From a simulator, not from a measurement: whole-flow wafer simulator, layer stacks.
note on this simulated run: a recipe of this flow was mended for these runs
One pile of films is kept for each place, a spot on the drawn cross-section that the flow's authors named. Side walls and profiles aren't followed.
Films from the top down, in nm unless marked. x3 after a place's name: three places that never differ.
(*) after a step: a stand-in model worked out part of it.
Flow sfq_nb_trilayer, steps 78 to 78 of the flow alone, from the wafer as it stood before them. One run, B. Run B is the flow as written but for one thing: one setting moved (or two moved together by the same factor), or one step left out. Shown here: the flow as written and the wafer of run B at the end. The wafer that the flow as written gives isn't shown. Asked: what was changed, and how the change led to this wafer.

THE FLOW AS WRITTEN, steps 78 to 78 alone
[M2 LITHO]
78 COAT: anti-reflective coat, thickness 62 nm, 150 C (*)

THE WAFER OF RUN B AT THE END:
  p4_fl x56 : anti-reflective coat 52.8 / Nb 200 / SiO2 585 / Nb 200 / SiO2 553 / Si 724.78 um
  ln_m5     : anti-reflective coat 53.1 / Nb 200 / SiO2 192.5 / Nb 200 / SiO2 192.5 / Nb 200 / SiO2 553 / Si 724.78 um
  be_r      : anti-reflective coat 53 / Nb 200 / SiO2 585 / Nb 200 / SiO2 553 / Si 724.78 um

The cause: step 78, COAT: thickness 52.8 nm was run, where the flow has thickness 62 nm.
It can be read off the wafer: p4_fl x56 has anti-reflective coat 52.8, and step 78 as written asks for 62 nm.

How the change led to this, step by step:
  78 COAT: anti-reflective coat, thickness 62 nm, 150 C (*)
      p4_fl x56, wl_j_sl x16, l0r_line_l x3, m0r_space_l x2: anti-reflective coat +52.8 (new film) (as written it would be: anti-reflective coat +62 (new film))
      ln_m5, lsp_m, ln_m6, lsp_r, l0_sur, l0v: anti-reflective coat +53.1 (new film) (as written it would be: anti-reflective coat +62.3 (new film))
      (and at 23 more places)
